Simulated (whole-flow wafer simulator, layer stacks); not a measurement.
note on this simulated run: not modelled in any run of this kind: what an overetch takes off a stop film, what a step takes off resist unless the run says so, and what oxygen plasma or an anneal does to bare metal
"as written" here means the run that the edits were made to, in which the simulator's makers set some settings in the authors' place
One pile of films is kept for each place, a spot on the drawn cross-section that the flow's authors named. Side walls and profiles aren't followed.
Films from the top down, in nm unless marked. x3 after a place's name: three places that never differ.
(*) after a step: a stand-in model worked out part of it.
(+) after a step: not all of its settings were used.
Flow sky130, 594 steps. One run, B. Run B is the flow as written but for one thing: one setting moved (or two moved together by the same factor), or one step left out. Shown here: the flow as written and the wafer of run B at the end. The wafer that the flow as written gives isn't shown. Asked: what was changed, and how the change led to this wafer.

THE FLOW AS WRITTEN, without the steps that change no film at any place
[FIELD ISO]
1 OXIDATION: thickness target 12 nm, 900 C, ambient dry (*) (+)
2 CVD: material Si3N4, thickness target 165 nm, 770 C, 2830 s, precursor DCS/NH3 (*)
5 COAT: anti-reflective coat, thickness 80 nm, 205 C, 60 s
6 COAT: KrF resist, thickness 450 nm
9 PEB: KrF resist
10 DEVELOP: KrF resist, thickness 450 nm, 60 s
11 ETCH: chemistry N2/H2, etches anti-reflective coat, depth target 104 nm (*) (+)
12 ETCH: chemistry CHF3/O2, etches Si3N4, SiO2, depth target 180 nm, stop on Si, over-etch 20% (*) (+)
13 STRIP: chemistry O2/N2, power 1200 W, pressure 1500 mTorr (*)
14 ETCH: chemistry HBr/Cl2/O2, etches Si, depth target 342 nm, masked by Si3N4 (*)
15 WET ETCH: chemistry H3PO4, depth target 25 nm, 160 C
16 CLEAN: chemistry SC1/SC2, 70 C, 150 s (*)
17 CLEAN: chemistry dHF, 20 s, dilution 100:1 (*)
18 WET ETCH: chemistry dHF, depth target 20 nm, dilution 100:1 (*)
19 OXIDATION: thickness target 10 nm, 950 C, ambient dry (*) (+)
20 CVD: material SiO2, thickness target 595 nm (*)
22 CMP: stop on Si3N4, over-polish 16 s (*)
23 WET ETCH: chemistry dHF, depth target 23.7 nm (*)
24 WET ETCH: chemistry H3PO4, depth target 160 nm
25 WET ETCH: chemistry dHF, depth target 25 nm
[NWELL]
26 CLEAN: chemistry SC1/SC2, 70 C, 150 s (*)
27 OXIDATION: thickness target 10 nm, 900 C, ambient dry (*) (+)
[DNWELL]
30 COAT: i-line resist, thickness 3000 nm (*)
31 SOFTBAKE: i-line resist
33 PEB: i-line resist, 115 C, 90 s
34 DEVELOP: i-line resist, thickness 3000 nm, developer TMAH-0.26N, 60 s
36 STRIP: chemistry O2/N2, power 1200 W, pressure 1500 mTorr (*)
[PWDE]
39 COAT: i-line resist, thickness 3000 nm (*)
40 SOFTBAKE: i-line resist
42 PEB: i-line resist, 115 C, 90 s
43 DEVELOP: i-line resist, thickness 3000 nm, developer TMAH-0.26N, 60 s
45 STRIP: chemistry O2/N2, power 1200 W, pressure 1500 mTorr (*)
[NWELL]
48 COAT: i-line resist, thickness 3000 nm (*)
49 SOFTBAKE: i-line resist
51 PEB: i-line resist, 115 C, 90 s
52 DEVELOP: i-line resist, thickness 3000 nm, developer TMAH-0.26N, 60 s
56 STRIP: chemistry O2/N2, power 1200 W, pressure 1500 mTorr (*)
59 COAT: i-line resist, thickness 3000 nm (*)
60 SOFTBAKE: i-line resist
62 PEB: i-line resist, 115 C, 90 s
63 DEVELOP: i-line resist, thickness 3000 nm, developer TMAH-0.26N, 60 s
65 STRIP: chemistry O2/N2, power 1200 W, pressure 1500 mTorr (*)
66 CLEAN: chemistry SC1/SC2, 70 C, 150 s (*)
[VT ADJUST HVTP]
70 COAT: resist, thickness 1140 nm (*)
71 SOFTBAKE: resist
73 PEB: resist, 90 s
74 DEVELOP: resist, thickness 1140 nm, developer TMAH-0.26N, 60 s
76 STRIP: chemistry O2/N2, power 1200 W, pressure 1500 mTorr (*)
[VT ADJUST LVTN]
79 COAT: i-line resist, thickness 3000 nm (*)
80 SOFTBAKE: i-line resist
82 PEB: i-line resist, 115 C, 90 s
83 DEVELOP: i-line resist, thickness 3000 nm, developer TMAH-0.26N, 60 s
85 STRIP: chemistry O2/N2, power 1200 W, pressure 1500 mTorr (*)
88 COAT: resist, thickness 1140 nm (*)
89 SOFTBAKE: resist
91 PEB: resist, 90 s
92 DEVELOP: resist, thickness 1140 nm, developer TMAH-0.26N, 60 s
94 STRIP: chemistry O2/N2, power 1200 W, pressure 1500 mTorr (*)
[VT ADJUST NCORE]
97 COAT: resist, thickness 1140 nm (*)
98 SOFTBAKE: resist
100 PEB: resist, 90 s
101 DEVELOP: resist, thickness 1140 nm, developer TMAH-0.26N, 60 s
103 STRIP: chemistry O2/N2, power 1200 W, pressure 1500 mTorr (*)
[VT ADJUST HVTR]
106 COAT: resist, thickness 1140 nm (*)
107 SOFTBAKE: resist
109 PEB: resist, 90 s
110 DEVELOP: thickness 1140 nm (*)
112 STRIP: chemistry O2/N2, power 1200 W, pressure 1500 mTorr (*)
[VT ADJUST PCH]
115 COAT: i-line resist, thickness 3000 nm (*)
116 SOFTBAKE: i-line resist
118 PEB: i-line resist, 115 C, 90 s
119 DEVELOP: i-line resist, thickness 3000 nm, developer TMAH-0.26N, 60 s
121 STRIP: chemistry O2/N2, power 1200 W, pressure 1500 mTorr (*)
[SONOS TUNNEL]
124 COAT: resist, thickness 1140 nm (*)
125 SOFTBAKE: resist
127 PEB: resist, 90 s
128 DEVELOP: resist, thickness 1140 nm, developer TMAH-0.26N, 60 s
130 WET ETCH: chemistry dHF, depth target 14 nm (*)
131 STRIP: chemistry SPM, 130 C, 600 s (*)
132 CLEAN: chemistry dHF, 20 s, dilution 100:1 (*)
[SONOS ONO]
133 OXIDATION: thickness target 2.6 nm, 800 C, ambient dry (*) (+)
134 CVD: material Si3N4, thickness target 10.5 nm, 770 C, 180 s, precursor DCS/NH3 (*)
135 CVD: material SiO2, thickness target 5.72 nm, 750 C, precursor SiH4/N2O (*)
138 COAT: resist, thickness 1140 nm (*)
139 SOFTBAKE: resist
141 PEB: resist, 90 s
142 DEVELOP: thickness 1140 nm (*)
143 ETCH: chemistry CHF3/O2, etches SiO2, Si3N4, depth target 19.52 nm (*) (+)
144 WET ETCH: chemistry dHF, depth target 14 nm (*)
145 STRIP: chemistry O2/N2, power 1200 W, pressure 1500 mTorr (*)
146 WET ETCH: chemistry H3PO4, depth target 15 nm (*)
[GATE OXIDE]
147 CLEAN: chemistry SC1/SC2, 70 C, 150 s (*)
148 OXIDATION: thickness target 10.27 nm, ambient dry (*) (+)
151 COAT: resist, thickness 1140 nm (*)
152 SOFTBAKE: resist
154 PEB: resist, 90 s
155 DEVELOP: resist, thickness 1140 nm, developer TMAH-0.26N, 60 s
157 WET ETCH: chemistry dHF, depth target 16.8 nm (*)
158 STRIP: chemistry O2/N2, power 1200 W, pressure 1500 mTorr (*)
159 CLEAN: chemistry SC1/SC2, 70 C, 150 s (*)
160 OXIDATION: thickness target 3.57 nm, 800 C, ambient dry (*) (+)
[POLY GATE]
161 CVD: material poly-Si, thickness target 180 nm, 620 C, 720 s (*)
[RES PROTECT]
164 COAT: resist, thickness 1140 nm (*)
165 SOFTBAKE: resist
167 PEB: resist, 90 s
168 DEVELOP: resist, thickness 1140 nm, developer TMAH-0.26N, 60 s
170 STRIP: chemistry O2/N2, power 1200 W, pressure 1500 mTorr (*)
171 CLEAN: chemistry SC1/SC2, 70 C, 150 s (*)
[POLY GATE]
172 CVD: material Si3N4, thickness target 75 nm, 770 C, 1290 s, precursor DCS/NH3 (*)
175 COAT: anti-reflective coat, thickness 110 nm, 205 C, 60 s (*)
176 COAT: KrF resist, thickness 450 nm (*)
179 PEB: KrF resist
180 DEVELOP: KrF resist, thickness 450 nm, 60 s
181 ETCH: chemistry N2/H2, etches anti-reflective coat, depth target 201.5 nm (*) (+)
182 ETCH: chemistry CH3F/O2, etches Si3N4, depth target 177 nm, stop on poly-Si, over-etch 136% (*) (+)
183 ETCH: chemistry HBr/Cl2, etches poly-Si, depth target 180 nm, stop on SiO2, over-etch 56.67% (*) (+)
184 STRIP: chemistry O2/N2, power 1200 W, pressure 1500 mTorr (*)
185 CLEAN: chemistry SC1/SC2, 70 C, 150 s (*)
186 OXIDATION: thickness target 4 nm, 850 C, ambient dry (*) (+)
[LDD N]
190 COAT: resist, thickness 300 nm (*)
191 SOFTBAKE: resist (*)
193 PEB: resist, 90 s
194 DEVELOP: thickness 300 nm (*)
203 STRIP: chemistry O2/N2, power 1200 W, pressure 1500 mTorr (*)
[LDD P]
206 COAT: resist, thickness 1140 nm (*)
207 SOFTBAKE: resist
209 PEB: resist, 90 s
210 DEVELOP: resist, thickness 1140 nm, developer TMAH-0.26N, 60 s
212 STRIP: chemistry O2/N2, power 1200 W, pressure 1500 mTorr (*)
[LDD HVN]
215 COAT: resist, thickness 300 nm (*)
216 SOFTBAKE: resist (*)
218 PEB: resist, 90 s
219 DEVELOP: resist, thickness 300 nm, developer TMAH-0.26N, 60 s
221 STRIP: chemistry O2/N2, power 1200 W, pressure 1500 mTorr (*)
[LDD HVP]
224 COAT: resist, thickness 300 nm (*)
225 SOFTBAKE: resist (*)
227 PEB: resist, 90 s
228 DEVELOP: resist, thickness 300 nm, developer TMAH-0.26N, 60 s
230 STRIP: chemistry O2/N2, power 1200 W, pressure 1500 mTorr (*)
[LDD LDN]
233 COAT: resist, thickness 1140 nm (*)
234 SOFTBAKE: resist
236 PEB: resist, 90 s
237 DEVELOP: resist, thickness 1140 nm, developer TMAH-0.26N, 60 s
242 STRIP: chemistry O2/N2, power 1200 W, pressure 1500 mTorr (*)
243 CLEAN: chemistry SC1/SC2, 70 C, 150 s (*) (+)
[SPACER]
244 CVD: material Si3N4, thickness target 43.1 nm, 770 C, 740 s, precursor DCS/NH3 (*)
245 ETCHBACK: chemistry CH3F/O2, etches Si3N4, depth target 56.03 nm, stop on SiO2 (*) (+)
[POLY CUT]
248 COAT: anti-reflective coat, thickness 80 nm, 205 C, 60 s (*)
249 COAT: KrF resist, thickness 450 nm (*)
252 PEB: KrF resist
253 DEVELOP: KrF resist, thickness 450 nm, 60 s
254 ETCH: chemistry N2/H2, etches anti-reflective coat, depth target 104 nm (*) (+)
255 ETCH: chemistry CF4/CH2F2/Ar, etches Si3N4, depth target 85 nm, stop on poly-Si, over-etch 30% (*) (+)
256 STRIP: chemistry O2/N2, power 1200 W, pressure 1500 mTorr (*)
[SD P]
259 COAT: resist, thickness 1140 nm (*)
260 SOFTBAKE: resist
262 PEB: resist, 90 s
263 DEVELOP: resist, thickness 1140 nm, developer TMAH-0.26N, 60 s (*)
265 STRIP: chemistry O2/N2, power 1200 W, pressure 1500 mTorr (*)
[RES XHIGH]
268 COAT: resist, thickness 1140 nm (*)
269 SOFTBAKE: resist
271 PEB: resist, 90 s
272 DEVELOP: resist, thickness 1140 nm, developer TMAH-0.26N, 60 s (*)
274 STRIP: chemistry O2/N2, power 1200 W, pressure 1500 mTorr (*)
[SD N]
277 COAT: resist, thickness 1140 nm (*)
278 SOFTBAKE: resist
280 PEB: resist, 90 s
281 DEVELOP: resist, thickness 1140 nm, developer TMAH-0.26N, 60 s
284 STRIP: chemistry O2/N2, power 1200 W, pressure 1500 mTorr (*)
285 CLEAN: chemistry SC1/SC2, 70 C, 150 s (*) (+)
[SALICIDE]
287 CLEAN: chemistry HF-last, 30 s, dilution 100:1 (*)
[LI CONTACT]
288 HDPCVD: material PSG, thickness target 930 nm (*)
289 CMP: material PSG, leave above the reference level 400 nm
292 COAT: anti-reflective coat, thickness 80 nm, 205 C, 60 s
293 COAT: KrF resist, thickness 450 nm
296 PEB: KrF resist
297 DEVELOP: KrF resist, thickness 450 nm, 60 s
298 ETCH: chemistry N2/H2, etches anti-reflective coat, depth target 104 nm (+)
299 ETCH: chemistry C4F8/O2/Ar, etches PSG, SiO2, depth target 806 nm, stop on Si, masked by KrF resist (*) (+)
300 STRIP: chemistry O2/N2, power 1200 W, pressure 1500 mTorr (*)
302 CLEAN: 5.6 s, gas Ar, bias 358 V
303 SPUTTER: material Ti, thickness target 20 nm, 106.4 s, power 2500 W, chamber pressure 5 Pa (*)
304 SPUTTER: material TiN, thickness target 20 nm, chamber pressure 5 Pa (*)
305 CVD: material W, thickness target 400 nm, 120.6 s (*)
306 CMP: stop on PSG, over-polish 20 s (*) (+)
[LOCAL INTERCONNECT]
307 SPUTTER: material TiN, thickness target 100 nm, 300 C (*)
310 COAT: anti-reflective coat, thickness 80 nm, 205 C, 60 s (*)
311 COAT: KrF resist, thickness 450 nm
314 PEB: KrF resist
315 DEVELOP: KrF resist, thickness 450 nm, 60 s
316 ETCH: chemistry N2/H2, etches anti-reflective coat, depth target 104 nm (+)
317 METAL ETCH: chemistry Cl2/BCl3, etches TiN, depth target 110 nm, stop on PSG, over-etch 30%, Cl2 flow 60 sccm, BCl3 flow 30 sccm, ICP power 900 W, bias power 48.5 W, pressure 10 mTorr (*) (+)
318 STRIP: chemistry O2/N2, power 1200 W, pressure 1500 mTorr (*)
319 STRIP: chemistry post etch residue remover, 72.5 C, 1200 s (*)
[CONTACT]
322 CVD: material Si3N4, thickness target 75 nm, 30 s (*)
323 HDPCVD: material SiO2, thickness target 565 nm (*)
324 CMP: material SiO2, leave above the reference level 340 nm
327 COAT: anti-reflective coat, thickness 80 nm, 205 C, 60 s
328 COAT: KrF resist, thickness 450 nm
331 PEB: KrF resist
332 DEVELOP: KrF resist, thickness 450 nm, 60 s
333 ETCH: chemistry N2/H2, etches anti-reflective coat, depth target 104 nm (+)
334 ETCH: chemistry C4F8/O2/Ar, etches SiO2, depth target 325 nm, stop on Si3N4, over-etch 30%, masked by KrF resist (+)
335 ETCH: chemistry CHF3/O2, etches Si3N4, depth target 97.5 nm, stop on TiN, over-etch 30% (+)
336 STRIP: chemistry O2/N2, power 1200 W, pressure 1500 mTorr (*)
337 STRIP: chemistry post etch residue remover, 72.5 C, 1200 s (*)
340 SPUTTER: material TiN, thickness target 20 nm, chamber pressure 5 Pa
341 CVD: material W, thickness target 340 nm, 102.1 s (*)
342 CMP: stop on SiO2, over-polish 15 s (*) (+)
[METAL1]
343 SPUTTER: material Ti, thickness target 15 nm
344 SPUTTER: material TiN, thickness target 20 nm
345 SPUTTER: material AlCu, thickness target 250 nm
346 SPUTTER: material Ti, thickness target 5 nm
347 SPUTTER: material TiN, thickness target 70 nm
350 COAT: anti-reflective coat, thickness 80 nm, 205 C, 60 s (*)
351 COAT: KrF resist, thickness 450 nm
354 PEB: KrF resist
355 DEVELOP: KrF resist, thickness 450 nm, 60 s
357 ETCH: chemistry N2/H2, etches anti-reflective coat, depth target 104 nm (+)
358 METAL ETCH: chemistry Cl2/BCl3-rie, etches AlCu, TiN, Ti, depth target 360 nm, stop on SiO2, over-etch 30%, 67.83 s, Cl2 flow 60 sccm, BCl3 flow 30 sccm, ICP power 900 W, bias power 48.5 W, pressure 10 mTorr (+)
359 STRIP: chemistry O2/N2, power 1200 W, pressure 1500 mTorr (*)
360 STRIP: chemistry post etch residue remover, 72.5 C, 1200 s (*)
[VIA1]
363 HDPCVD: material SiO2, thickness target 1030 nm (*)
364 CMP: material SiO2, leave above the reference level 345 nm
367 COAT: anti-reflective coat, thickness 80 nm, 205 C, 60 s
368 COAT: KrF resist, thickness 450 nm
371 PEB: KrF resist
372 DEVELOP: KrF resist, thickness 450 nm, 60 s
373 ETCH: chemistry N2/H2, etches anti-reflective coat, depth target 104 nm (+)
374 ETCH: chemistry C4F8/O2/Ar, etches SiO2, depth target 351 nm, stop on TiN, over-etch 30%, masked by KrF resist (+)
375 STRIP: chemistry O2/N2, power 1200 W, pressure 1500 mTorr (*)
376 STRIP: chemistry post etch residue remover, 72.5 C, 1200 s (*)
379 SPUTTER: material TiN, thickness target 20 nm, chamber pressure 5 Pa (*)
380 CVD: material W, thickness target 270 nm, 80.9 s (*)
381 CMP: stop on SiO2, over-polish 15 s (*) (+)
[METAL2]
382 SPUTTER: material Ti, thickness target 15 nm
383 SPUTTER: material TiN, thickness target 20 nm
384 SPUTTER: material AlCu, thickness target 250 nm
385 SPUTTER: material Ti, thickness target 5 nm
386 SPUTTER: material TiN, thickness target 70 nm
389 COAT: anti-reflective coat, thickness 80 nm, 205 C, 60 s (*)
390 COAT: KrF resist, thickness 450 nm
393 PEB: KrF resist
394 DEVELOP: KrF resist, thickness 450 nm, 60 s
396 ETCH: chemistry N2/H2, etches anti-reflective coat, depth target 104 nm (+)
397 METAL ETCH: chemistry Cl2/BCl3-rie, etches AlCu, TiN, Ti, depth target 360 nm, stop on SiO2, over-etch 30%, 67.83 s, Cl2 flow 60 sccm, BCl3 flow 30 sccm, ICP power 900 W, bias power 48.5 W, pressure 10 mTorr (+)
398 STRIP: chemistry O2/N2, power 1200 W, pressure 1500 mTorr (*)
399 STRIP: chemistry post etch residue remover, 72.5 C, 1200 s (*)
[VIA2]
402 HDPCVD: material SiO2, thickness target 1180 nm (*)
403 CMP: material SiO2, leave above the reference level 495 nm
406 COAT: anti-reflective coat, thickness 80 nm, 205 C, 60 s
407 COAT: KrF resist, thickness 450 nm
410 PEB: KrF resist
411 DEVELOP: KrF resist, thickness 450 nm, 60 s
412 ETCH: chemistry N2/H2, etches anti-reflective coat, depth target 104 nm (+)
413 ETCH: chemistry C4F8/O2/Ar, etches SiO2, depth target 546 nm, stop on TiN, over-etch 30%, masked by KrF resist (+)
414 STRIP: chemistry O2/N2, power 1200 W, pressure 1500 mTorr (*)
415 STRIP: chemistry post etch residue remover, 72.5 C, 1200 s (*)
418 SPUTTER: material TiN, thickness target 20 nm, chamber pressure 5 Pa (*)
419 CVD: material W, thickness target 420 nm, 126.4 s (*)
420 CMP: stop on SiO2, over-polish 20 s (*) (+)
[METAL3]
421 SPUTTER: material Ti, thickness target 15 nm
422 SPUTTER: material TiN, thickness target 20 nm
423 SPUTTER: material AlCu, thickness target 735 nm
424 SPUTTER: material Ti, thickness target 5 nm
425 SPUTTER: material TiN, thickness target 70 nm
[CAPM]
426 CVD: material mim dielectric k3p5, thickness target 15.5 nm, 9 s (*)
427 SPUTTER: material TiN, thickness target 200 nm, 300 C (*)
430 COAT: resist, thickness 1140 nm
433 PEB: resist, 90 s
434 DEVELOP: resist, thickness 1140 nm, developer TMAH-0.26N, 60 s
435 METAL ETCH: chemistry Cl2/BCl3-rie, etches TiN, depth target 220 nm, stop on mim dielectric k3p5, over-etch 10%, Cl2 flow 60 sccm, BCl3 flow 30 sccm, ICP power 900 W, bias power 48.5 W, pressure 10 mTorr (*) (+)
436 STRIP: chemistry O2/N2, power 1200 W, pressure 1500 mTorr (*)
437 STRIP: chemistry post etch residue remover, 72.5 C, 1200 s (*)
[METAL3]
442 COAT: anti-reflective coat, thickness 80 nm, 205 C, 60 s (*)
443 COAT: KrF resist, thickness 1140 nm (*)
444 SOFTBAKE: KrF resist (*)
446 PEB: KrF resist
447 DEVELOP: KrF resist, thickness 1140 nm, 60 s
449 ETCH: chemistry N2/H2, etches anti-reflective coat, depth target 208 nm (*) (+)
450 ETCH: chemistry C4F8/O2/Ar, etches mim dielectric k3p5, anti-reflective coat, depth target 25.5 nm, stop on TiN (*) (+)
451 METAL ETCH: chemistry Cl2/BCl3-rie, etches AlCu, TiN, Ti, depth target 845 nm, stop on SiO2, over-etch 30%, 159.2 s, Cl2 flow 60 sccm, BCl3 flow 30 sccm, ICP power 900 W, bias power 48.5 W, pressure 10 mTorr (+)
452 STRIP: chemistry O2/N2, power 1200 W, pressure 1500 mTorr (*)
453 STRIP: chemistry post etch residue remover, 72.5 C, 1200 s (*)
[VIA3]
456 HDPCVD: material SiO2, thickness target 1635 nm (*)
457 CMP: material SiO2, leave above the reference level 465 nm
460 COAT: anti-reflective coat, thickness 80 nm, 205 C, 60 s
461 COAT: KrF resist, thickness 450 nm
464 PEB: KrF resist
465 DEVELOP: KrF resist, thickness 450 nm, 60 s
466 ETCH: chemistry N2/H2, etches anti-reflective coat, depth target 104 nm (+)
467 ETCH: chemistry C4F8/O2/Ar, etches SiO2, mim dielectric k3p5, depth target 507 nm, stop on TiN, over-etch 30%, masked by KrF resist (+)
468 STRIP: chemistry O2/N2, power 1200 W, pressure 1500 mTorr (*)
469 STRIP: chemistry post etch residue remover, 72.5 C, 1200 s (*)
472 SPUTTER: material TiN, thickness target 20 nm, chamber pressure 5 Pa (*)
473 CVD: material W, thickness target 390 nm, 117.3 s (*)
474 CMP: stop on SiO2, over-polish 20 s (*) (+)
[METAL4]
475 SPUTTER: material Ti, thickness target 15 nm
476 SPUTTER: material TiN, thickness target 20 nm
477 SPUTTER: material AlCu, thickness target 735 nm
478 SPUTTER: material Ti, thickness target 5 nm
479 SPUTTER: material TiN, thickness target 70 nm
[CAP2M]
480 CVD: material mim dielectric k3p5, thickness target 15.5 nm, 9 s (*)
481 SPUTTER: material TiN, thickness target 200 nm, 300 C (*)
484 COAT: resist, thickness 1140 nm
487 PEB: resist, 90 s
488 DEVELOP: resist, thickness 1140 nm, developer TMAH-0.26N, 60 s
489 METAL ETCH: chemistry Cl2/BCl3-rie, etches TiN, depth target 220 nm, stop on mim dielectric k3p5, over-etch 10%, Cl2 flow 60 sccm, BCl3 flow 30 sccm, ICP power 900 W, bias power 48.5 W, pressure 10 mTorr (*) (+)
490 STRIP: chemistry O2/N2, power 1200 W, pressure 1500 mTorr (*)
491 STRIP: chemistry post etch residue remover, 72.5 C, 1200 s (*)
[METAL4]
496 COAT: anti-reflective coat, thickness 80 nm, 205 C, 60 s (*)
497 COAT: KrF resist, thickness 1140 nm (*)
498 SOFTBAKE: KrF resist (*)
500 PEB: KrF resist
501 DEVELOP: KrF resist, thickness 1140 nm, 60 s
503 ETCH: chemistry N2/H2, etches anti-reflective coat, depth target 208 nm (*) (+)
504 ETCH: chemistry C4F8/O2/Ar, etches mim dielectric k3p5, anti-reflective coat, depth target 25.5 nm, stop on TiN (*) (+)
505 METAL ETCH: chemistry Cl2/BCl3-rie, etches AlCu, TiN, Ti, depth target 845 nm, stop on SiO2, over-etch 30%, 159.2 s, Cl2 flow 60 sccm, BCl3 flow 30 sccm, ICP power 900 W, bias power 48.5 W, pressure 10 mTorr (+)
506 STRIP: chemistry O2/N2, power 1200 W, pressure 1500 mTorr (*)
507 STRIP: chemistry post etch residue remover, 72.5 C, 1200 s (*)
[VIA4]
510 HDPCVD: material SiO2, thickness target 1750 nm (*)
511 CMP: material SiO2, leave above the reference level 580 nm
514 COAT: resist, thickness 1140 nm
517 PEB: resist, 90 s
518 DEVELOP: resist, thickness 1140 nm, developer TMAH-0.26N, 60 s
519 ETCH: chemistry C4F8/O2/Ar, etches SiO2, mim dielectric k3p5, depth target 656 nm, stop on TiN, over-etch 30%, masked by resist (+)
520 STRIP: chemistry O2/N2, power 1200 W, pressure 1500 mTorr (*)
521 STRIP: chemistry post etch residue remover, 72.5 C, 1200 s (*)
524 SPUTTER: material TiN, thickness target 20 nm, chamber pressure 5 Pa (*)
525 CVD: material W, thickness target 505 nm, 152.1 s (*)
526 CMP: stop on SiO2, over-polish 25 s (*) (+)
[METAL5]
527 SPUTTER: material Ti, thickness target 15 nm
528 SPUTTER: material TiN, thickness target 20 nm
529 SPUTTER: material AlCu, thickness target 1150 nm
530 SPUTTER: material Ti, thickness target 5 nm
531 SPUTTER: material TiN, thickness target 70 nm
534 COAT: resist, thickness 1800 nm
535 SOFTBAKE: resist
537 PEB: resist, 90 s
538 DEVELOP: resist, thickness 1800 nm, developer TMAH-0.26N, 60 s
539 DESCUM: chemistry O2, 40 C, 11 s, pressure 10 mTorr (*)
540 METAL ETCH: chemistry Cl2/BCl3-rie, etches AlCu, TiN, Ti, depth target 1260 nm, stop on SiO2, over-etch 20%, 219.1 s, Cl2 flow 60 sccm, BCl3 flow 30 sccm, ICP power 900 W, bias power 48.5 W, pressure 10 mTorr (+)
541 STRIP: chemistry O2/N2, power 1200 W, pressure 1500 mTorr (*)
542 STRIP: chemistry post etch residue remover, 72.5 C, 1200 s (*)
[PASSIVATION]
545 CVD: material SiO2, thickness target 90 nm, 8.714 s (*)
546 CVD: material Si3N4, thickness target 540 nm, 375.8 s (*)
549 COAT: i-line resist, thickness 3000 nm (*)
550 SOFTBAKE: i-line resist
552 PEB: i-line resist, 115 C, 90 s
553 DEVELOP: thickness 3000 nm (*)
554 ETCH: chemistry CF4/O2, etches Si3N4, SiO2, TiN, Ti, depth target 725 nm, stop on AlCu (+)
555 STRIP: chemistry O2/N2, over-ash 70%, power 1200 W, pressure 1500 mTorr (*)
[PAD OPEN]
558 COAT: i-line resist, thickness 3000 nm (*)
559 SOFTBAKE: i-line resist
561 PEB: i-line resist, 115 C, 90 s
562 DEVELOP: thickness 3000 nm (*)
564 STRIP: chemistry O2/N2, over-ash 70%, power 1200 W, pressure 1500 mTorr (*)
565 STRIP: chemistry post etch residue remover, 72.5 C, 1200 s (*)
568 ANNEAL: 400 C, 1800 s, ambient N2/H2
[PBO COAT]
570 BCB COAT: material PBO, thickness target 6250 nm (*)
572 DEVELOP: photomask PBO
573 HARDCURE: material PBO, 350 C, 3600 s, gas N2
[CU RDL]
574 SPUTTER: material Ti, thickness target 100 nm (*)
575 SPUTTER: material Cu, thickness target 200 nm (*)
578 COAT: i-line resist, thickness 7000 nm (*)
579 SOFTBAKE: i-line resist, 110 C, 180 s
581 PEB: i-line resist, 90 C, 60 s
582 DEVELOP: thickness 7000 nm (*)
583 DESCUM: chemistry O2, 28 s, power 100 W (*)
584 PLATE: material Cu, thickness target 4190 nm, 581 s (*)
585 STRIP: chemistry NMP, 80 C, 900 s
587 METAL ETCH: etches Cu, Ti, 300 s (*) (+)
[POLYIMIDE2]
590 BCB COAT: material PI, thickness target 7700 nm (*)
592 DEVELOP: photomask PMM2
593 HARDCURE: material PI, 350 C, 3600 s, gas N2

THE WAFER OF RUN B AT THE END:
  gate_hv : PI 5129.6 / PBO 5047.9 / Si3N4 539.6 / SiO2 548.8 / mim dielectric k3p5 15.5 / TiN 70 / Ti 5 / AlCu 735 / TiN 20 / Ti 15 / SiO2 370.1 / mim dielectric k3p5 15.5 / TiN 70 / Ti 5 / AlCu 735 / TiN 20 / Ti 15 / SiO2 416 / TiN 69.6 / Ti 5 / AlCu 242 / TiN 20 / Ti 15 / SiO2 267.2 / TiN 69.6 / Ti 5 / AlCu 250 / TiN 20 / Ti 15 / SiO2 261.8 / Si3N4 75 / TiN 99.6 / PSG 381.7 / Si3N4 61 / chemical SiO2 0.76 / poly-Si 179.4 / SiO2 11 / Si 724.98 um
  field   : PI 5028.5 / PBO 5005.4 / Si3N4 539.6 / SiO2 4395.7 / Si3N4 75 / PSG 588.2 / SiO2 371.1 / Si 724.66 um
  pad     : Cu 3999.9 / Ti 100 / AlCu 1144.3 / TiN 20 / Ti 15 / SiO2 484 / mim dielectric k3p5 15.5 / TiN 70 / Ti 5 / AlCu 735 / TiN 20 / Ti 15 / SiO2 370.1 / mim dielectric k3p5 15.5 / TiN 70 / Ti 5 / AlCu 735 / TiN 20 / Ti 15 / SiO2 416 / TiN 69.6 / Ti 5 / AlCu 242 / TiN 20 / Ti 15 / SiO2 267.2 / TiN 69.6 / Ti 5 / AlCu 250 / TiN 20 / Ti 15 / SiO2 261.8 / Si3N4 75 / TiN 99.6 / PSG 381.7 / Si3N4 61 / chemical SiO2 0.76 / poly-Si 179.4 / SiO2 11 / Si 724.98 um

The cause: step 384, SPUTTER: thickness target 242 nm was run, where the flow has thickness target 250 nm.
It can be read off the wafer: gate_hv has AlCu 242, and step 384 as written asks for 250 nm.

How the change led to this, step by step:
  384 SPUTTER: material AlCu, thickness target 250 nm
      field, active, n_well and 188 more: AlCu +242 (new film) (as written it would be: AlCu +250 (new film))
  397 METAL ETCH: chemistry Cl2/BCl3-rie, etches AlCu, TiN, Ti, depth target 360 nm, stop on SiO2, over-etch 30%, 67.83 s, Cl2 flow 60 sccm, BCl3 flow 30 sccm, ICP power 900 W, bias power 48.5 W, pressure 10 mTorr (+)
      field, active, gate and 82 more: TiN -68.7 (all of it), Ti -5 (all of it), AlCu -242 (all of it), TiN -20 (all of it), Ti -15 (all of it), SiO2 -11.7 (as written it would be: TiN -68.7 (all of it), Ti -5 (all of it), AlCu -250 (all of it), TiN -20 (all of it), Ti -15 (all of it), SiO2 -10.9)
